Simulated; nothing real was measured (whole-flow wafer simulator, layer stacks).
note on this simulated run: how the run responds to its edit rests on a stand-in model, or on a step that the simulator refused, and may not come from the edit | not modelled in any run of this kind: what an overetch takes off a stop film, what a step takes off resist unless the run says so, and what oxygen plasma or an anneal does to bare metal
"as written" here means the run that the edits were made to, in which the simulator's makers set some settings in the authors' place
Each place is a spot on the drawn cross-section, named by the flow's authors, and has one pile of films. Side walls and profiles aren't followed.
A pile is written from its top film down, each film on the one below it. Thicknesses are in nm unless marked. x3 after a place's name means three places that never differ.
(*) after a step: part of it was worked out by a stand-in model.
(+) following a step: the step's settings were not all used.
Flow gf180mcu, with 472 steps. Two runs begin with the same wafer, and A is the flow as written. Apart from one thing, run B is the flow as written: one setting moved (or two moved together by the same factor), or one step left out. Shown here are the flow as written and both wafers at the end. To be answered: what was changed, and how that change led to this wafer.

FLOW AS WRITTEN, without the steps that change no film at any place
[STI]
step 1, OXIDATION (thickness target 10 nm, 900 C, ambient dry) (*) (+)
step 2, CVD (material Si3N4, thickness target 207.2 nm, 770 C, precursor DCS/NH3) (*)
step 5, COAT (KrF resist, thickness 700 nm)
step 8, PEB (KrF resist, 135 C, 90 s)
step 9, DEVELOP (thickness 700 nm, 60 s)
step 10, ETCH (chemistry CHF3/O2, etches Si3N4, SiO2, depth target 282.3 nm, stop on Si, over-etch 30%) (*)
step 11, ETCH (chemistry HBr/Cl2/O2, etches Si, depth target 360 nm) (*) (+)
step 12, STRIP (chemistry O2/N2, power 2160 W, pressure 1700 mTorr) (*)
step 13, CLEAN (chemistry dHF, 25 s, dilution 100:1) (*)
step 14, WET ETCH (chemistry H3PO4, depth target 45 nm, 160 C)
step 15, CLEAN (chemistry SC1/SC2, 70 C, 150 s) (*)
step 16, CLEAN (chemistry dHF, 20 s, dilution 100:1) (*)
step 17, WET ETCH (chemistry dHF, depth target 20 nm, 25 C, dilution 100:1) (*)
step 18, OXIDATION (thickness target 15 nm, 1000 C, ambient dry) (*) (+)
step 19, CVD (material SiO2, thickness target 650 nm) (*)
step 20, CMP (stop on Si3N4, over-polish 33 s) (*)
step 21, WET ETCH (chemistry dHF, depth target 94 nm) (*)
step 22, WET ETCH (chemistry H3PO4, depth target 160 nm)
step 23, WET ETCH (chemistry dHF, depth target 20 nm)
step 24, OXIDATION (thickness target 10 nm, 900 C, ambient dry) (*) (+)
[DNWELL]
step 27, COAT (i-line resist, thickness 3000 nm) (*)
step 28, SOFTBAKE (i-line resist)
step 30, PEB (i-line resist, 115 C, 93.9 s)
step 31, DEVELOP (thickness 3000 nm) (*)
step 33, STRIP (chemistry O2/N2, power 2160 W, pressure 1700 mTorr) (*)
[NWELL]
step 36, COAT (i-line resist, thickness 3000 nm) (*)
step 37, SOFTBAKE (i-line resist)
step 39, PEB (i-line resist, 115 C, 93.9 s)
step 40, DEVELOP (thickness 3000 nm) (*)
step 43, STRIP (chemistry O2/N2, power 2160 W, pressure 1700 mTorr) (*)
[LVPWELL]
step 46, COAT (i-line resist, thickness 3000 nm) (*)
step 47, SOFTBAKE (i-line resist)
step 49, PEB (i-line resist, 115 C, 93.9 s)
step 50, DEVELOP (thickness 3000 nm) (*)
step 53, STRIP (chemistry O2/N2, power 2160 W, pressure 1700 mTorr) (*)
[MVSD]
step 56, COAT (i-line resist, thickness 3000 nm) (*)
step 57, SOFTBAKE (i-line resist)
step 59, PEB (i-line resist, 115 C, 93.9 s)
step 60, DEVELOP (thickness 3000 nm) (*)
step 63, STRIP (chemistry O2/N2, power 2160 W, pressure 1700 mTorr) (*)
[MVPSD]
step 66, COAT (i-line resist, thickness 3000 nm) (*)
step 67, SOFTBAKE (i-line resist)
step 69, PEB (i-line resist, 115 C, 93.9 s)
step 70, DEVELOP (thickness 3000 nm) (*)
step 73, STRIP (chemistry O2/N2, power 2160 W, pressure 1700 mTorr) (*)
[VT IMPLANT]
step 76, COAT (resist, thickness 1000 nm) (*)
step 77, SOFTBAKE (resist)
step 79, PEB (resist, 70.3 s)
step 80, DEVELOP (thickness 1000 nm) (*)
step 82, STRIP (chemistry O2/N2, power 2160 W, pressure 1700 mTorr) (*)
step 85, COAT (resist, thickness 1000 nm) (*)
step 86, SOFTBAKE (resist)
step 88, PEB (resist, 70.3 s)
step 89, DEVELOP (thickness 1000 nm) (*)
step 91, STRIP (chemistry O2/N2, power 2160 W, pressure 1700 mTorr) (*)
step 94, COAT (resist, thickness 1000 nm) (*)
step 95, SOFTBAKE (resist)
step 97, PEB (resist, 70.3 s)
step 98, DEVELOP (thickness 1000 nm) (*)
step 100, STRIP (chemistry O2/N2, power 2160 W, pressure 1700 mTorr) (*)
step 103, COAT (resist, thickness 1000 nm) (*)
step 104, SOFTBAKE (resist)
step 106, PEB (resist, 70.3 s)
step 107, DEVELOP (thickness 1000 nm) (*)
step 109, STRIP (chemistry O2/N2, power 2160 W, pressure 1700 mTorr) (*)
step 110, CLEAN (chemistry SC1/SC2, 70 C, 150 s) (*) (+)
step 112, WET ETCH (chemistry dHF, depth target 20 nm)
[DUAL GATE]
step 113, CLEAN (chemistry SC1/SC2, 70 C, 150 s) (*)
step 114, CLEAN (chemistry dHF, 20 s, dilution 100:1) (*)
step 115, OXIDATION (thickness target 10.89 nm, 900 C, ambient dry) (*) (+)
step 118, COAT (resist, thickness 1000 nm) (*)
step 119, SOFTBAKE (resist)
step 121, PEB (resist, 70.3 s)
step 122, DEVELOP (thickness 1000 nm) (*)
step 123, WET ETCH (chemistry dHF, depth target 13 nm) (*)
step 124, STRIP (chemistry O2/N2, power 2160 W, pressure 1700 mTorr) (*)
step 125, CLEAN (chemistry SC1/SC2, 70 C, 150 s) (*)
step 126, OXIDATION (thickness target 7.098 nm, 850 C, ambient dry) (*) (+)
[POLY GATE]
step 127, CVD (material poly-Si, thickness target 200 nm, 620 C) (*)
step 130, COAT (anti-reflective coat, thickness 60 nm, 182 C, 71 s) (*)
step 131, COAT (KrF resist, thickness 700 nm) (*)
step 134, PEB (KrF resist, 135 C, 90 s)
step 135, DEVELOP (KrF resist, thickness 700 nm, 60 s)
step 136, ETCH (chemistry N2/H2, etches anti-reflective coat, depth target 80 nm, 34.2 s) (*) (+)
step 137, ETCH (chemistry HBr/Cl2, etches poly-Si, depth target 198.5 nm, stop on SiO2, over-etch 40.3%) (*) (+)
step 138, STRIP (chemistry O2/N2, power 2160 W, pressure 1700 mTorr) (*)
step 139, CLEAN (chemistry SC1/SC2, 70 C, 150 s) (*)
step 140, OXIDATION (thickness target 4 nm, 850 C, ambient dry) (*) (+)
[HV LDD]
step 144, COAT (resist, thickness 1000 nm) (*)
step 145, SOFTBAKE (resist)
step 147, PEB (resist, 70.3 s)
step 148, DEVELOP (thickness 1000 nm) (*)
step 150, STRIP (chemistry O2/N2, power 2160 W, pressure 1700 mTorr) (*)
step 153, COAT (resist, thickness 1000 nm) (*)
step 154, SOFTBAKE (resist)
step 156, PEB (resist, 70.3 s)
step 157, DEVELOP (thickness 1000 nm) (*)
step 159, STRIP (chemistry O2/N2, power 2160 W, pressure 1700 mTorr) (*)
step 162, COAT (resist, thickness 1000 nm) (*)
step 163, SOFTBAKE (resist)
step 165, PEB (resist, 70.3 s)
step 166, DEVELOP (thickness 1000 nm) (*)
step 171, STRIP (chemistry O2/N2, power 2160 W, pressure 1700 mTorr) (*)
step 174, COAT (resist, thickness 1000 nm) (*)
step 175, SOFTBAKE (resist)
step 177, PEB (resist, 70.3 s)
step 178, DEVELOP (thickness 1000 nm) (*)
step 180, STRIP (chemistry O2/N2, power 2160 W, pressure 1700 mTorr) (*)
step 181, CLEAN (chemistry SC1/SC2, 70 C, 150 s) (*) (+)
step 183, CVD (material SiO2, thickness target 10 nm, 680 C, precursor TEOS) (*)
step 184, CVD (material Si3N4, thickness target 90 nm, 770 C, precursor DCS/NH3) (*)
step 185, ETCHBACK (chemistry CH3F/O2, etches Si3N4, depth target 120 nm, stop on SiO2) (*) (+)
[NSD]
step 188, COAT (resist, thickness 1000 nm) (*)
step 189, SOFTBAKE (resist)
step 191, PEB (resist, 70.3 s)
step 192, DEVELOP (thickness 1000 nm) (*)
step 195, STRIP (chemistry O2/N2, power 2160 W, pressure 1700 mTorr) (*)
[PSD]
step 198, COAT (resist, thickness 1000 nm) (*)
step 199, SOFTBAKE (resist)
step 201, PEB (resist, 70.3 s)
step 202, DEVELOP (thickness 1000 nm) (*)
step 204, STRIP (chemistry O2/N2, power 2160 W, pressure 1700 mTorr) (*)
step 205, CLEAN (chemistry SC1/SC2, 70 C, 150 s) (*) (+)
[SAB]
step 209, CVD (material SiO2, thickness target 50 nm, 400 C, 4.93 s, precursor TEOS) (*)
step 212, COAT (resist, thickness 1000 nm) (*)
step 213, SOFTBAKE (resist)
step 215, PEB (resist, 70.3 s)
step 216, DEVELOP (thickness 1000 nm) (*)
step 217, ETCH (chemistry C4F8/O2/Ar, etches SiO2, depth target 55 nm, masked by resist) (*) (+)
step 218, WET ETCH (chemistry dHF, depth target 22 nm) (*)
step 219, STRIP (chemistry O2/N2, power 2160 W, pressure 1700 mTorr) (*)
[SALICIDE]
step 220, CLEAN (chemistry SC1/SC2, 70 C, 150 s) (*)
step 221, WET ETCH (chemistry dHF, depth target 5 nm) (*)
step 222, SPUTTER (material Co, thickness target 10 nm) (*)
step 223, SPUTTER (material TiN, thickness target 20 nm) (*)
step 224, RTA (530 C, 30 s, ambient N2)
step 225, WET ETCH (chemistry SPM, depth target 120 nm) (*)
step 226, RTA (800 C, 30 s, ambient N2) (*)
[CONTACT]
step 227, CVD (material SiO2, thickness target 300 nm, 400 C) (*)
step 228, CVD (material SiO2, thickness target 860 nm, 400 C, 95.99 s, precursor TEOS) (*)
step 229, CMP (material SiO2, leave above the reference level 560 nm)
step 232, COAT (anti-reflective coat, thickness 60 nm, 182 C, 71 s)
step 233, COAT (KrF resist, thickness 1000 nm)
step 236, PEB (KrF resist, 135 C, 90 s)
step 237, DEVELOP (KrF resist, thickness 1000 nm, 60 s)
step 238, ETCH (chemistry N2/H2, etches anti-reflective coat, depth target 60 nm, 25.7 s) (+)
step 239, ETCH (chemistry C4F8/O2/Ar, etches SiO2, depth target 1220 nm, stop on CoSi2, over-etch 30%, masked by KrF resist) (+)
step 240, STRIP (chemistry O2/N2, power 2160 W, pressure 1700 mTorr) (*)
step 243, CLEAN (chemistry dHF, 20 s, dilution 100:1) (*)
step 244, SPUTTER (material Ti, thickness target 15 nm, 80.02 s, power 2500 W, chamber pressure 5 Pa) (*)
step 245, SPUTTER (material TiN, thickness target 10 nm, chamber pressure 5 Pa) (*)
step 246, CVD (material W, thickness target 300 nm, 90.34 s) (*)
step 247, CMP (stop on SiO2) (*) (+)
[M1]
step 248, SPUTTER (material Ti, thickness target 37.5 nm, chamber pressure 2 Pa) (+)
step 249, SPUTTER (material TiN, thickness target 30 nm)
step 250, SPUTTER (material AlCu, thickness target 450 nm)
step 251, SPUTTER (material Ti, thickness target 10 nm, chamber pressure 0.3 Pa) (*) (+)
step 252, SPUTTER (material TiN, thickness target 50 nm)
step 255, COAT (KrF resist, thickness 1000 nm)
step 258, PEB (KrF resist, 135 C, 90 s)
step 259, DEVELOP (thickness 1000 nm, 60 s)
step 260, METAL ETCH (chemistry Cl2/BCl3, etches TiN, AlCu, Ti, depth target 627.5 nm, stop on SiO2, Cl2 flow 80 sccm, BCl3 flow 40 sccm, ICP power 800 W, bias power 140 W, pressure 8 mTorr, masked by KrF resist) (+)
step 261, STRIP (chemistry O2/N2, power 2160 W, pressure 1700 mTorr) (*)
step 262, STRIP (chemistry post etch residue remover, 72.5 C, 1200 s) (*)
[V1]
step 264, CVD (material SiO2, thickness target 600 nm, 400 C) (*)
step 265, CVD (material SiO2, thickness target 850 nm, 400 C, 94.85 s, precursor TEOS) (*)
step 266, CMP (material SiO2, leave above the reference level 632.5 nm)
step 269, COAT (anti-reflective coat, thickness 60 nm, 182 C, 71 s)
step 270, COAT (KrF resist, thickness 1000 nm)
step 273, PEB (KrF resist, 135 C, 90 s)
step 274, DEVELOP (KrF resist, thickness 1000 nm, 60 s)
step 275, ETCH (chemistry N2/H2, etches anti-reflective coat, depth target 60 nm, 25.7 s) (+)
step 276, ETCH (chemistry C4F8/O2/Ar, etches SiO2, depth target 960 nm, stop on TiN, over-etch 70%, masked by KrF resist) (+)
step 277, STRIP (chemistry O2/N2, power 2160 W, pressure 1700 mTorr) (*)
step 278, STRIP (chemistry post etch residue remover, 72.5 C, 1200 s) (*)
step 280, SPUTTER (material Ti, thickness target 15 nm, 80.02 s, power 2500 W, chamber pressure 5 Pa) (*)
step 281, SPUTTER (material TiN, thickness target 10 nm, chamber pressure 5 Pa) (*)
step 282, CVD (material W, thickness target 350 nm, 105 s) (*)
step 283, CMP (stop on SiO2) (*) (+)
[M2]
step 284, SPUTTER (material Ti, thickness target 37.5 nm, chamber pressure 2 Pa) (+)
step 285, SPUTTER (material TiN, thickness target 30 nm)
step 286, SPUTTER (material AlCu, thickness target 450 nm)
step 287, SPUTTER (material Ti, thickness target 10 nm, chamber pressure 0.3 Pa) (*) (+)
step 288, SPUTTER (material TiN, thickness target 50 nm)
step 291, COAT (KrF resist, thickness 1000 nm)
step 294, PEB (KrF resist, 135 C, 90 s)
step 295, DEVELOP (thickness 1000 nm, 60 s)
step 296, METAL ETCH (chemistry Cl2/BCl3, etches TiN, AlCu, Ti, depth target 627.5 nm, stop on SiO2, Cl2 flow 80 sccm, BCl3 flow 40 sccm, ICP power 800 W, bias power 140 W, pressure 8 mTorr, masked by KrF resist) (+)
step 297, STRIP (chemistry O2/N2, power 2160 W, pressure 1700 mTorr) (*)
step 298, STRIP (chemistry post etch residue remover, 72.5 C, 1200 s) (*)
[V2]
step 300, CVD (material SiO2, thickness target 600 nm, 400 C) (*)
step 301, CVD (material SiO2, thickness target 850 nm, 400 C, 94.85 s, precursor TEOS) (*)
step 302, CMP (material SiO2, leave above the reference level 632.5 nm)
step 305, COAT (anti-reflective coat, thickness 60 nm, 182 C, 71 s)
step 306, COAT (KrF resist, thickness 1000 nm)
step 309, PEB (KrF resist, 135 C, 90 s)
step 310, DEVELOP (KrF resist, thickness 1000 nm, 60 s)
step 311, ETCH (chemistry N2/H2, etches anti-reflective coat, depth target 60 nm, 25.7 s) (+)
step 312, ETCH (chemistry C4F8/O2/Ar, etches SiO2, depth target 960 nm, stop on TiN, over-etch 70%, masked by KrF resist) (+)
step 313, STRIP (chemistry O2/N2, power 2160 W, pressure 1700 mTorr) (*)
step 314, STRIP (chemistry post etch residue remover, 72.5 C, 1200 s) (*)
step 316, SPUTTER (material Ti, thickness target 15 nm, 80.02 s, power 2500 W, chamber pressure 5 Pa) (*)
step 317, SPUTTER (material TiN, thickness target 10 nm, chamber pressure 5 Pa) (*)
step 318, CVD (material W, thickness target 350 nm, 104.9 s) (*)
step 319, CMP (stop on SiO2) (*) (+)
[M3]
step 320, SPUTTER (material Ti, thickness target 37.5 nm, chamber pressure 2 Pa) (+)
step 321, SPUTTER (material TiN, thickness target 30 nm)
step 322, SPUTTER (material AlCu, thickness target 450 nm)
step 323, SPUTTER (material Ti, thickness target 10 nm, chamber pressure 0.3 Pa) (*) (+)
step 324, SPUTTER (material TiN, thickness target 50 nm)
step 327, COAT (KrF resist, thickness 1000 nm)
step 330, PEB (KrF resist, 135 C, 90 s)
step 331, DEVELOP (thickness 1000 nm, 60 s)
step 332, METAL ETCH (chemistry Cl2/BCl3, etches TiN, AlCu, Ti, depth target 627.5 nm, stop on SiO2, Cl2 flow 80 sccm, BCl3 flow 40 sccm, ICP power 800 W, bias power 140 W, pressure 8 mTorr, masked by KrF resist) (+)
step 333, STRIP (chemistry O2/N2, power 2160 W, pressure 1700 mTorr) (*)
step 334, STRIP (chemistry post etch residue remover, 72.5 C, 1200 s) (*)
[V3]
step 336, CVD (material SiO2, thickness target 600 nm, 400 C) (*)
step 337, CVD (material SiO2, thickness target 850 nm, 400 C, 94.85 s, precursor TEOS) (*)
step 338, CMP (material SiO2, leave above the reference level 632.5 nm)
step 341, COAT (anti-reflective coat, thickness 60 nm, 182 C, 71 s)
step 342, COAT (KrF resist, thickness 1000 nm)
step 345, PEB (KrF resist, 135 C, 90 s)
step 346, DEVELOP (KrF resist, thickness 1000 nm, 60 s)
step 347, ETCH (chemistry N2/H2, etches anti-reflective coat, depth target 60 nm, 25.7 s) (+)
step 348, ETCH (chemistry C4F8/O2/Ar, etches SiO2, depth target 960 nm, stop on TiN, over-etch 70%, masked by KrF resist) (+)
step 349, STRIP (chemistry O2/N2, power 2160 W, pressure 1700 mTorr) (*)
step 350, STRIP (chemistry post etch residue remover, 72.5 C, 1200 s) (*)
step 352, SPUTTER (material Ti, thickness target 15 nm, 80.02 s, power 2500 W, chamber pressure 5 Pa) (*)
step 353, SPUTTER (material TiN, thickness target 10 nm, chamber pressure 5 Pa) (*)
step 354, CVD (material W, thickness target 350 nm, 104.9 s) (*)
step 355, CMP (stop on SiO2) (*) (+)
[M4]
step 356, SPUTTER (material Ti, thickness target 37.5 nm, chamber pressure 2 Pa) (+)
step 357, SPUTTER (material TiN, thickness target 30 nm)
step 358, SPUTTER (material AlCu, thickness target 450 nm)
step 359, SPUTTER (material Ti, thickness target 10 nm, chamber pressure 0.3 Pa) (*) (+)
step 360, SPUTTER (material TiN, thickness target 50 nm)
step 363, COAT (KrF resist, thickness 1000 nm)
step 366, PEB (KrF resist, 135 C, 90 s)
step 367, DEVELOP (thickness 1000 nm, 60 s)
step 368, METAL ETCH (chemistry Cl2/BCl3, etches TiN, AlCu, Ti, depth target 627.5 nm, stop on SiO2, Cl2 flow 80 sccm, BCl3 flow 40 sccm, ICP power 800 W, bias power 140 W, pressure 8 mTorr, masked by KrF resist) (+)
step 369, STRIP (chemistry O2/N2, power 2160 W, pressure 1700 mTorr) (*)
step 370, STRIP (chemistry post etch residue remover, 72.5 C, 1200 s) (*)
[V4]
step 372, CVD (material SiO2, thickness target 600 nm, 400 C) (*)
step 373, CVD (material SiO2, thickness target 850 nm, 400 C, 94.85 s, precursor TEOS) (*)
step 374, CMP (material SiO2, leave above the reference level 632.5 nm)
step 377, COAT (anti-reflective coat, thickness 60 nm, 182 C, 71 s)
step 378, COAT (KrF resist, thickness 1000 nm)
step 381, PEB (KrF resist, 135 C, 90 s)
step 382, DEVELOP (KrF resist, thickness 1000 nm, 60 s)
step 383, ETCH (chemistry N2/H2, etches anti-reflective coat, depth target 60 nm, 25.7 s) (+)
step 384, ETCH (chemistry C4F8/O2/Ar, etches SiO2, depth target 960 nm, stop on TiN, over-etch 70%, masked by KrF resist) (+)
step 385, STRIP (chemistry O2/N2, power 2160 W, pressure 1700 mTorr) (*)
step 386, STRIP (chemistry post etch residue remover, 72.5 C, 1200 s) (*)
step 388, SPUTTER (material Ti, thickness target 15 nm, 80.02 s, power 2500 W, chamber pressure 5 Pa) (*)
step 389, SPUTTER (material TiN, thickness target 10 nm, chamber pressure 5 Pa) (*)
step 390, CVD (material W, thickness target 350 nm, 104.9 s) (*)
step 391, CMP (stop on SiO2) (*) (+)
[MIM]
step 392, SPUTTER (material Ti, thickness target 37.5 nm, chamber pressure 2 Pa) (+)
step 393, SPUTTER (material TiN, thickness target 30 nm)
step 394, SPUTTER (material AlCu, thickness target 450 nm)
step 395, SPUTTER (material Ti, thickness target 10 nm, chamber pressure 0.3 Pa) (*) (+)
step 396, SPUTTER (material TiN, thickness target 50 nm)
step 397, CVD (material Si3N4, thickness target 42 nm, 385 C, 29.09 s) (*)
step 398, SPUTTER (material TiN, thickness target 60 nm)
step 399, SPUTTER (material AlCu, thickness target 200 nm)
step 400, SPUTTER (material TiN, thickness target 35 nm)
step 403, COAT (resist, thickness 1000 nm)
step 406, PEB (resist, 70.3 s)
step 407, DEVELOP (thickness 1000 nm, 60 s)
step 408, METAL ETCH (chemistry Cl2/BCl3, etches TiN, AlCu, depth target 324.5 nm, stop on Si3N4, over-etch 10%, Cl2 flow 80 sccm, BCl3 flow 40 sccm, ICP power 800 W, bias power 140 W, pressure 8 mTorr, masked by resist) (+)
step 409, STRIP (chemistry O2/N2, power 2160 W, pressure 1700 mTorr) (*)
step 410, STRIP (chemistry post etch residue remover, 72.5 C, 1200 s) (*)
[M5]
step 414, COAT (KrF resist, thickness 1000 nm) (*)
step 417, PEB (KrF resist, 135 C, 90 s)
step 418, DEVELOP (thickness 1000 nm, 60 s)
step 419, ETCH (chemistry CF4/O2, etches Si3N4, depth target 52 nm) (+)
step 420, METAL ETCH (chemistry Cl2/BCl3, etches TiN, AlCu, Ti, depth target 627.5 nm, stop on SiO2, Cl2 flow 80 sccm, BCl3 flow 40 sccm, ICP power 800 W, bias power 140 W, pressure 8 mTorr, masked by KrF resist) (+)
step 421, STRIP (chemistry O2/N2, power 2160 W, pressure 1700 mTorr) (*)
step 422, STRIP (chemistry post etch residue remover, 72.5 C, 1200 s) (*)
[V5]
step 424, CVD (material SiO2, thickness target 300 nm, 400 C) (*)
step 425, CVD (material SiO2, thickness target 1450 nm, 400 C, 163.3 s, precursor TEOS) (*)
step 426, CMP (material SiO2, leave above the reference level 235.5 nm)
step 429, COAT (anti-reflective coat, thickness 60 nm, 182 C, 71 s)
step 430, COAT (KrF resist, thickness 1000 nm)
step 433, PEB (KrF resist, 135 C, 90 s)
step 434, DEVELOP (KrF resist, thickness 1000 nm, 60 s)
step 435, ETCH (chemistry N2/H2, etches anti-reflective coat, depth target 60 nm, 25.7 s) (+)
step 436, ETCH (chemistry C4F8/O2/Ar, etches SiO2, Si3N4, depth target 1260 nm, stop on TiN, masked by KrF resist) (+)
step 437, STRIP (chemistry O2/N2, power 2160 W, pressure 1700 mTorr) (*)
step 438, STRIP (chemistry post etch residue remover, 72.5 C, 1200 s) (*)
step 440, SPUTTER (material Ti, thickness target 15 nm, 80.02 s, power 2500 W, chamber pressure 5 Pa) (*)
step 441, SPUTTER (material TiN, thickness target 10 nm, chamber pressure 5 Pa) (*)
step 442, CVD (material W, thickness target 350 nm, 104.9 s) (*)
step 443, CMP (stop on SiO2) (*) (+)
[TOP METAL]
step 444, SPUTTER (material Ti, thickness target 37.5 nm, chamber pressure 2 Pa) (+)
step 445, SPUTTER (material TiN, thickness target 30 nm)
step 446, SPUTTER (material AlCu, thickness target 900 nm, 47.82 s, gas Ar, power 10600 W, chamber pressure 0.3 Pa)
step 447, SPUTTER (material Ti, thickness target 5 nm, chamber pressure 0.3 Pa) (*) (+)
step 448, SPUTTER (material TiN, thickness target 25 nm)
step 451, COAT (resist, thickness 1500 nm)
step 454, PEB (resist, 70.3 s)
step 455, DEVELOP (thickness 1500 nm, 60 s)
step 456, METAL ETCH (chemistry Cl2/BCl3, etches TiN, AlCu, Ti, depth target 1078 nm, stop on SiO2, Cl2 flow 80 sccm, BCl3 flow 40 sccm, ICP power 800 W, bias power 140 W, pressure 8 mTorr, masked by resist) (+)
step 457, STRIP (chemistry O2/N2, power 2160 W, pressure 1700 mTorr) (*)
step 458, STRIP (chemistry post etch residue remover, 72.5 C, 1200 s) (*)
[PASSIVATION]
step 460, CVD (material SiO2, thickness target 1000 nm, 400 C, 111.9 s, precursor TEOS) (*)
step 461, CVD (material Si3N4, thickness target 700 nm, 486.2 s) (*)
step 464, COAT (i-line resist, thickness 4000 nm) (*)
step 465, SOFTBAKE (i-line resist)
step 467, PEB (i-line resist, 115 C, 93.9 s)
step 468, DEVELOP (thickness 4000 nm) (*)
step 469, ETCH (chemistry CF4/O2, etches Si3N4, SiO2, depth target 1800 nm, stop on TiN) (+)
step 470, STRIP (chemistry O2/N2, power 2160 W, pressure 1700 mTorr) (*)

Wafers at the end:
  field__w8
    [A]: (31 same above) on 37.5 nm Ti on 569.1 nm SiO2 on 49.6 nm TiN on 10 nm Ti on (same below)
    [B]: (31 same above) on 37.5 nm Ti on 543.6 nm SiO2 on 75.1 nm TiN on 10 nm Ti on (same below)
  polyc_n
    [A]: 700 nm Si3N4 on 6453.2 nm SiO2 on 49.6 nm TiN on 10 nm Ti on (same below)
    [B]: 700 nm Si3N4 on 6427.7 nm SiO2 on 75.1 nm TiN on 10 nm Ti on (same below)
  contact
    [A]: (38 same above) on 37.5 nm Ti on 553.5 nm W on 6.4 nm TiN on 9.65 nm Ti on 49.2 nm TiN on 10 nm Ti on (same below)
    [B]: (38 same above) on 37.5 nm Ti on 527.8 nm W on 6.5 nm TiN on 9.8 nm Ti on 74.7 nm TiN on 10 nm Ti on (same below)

Cause: step 252, SPUTTER: thickness target 75.5 nm was run, whereas the flow has thickness target 50 nm.

How this came from the change, step by step:
  step 252, SPUTTER (material TiN, thickness target 50 nm)
      field, field__w1, field__w2 and 108 more: A +50 TiN (new film) | B +75.5 TiN (new film)
  step 260, METAL ETCH (chemistry Cl2/BCl3, etches TiN, AlCu, Ti, depth target 627.5 nm, stop on SiO2, Cl2 flow 80 sccm, BCl3 flow 40 sccm, ICP power 800 W, bias power 140 W, pressure 8 mTorr, masked by KrF resist) (+)
      field, field__w1, field__w2 and 99 more: A -50 TiN (all of it), -10 Ti (all of it), -450 AlCu (all of it), -30 TiN (all of it), -37.5 Ti (all of it) | B -75.5 TiN (all of it), -10 Ti (all of it), -450 AlCu (all of it), -30 TiN (all of it), -37.5 Ti (all of it)
  step 266, CMP (material SiO2, leave above the reference level 632.5 nm)
      field__w8, contact, m1 and 6 more: A -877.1 SiO2 | B -902.6 SiO2
  step 276, ETCH (chemistry C4F8/O2/Ar, etches SiO2, depth target 960 nm, stop on TiN, over-etch 70%, masked by KrF resist) (+)
      field, field__w1, field__w2 and 107 more: A -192 KrF resist | B -186 KrF resist
      contact: A -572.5 SiO2 (all of it) | B -547 SiO2 (all of it)
  step 282, CVD (material W, thickness target 350 nm, 105 s) (*)
      contact: A +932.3 W (new film) | B +906.5 W (new film)
